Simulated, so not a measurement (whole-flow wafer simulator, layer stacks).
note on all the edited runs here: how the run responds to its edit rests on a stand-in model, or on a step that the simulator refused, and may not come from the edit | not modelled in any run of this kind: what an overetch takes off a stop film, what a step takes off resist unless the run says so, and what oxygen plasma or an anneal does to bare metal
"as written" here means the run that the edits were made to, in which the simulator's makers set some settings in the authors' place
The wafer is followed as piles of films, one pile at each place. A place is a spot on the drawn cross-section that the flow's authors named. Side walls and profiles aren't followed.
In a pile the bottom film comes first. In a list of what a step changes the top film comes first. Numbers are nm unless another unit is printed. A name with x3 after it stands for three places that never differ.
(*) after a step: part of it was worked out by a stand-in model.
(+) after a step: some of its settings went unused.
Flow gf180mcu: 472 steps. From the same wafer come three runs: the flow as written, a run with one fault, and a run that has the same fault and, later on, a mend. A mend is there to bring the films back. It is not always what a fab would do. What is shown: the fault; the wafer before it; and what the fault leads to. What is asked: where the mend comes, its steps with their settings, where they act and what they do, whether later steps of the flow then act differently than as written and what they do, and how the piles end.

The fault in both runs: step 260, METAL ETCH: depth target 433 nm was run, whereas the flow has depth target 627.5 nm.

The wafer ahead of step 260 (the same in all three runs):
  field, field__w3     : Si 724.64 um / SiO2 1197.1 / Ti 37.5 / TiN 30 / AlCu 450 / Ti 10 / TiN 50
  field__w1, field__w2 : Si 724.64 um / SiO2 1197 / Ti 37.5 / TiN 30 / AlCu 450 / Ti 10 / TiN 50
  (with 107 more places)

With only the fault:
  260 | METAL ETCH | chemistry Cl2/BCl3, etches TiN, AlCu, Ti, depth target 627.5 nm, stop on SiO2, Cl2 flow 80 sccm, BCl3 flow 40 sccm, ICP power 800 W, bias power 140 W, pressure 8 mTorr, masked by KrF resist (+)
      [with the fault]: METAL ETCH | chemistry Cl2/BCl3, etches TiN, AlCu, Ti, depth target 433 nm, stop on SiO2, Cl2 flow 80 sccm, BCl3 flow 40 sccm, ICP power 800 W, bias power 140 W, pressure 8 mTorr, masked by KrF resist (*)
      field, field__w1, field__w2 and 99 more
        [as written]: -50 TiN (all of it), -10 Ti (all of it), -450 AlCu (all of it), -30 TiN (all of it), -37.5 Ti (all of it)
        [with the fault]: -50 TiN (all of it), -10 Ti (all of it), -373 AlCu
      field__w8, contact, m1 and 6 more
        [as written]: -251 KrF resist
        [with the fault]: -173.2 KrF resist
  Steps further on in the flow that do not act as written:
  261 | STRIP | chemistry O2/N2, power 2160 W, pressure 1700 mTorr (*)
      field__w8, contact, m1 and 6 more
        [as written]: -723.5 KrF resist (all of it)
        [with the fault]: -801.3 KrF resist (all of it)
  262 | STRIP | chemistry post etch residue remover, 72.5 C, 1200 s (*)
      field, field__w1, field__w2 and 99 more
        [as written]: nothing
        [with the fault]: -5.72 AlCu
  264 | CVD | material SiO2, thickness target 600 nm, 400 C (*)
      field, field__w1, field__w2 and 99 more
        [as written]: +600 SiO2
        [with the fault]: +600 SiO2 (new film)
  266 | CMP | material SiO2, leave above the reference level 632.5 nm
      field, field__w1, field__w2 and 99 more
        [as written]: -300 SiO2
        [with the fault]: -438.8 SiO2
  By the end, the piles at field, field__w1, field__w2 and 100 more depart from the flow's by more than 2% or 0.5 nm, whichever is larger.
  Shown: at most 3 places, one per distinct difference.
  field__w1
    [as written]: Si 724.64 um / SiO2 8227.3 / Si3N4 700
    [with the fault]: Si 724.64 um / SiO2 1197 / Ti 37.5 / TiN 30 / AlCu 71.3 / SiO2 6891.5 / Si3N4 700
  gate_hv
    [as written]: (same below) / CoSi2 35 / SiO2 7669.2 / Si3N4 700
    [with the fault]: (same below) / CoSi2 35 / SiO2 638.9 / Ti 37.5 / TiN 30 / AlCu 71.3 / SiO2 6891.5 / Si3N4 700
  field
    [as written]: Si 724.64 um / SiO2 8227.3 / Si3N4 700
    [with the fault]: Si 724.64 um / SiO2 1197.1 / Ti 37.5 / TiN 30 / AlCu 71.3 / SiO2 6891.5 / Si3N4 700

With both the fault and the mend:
  After step 262 comes the mend.
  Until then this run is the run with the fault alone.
  262a | DEHYDRATE | 200 C, 60 s (the flow's step 253, run once more)
      alters no film at any place that is followed
  262b | HMDS | 120 C, 60 s (the flow's step 254, run once more)
      alters no film at any place that is followed
  262c | COAT | KrF resist, thickness 1000 nm (*) (the flow's step 255, run once more)
      iso_ptap_pw, iso_ntap_nw, iso_nw_fld and 33 more
        +1000 KrF resist (new film)
      field_sub, field_sub__w1, field_sub__w2 and 19 more
        +1002.6 KrF resist (new film)
      field__w1, field__w13, p_well and 7 more
        +1002.9 KrF resist (new film)
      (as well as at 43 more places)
  262d | SOFTBAKE | KrF resist (the flow's step 256, run once more)
      alters no film at any place that is followed
  262e | EXPOSE | photomask Metal1 (the flow's step 257, run once more)
      alters no film at any place that is followed
  262f | PEB | KrF resist, 135 C, 90 s (the flow's step 258, run once more)
      field__w1, field__w2, field__w3 and 56 more
        -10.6 KrF resist
      iso_ptap_pw, iso_ntap_nw, iso_nw_fld and 33 more
        -10.5 KrF resist
      gate_hv, sd_p, nw_sep_fld
        -10.7 KrF resist
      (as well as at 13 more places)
  262g | DEVELOP | thickness 1000 nm, 60 s (the flow's step 259, run once more)
      iso_ptap_pw, iso_ntap_nw, iso_nw_fld and 33 more
        -989.5 KrF resist (all of it)
      field__w6, field_sub, field_sub__w1 and 20 more
        -992 KrF resist (all of it)
      field__w8, contact, m1 and 6 more
        -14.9 KrF resist
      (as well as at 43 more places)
  262h | METAL ETCH | chemistry Cl2/BCl3, etches TiN, AlCu, Ti, depth target 194.5 nm, stop on SiO2, Cl2 flow 80 sccm, BCl3 flow 40 sccm, ICP power 800 W, bias power 140 W, pressure 8 mTorr, masked by KrF resist (+) (the flow's step 260, run once more with other settings)
      field, field__w1, field__w2 and 99 more
        -71.3 AlCu (all of it), -30 TiN (all of it), -37.5 Ti (all of it)
      field__w8, contact, m1 and 6 more
        -77.8 KrF resist
  262i | STRIP | chemistry O2/N2, power 2160 W, pressure 1700 mTorr (*) (the flow's step 261, run once more)
      field__w8
        -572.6 KrF resist (all of it)
      contact
        -570.7 KrF resist (all of it)
      m1
        -573.3 KrF resist (all of it)
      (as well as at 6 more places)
  262j | STRIP | chemistry post etch residue remover, 72.5 C, 1200 s (*) (the flow's step 262, run once more)
      field__w8, contact, m1 and 6 more
        -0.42 TiN
  Later steps of the flow that are run all act as written at every place that is followed, up to a difference of at most 2% or 0.5 nm, whichever is larger.
  At the end the piles are close to the flow's at the places that both follow, differing by at most 2% or 0.5 nm, whichever is larger.
